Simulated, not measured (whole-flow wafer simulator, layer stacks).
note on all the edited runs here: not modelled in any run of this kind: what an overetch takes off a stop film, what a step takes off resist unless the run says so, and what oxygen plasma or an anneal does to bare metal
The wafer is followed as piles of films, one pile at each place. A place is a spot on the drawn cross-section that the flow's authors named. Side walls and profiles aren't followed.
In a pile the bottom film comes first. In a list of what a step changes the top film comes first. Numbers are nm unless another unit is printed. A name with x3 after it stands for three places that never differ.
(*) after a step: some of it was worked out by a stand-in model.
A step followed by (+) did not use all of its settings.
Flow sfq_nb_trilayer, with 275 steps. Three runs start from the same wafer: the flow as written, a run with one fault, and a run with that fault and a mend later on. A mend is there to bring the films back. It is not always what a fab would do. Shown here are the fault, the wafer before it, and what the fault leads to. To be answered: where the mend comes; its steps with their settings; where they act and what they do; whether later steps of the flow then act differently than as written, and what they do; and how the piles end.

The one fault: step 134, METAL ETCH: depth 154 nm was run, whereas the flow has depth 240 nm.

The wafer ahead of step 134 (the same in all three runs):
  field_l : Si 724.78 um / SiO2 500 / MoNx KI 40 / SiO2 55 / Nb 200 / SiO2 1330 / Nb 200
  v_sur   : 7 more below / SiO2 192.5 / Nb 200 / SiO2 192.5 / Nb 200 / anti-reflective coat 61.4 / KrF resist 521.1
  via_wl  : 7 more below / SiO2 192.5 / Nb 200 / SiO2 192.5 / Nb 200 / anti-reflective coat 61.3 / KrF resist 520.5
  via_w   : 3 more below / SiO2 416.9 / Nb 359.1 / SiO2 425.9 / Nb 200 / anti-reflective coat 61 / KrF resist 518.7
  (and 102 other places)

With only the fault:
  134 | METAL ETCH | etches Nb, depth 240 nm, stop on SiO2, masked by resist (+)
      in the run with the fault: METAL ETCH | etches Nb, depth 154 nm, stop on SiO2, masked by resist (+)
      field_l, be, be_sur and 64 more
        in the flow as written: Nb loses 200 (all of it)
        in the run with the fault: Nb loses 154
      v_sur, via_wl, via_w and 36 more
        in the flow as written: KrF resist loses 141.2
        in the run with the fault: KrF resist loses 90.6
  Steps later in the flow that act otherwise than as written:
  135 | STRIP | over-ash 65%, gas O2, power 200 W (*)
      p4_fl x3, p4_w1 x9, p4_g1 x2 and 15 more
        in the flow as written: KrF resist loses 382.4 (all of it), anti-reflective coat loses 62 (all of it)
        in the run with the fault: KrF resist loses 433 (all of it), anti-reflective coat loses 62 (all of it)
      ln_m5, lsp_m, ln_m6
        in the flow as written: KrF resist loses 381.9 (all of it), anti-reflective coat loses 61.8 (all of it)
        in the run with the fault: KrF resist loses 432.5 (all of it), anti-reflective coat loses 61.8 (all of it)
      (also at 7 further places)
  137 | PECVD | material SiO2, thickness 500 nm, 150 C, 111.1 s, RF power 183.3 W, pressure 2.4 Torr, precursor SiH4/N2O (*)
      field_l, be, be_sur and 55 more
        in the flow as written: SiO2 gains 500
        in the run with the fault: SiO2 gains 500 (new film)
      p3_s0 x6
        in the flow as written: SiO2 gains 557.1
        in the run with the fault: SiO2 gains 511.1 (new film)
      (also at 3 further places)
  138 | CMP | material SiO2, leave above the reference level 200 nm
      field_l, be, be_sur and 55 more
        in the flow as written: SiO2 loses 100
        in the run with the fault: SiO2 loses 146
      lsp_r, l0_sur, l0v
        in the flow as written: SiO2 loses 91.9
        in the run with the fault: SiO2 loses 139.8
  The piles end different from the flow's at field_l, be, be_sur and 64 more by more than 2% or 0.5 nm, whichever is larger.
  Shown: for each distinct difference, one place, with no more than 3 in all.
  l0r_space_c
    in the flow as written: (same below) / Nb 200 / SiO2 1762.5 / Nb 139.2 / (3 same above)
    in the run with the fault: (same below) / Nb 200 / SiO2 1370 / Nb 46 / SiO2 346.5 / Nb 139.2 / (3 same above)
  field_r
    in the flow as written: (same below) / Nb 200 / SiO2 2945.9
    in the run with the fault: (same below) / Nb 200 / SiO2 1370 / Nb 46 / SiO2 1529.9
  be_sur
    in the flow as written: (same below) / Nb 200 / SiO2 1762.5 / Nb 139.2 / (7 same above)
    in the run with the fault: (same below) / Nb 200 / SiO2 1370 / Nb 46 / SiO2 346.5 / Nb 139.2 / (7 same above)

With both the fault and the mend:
  The mend stands after step 134.
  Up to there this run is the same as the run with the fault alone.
  134a | METAL ETCH | etches Nb, depth 86 nm, stop on SiO2, masked by resist (+) (the flow's step 134 again, with other settings)
      field_l, be, be_sur and 64 more
        Nb loses 46 (all of it)
      v_sur, via_wl, via_w and 36 more
        KrF resist loses 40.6
  Steps later in the flow that act otherwise than as written:
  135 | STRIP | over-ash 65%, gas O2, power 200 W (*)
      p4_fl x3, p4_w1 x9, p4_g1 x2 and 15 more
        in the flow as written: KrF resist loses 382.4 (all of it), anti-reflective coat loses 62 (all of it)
        in the run with the mend: KrF resist loses 392.4 (all of it), anti-reflective coat loses 62 (all of it)
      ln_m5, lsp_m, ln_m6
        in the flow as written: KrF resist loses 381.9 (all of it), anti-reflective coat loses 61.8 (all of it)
        in the run with the mend: KrF resist loses 391.9 (all of it), anti-reflective coat loses 61.8 (all of it)
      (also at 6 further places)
  By the end, the piles equal the flow's at every place that both follow.
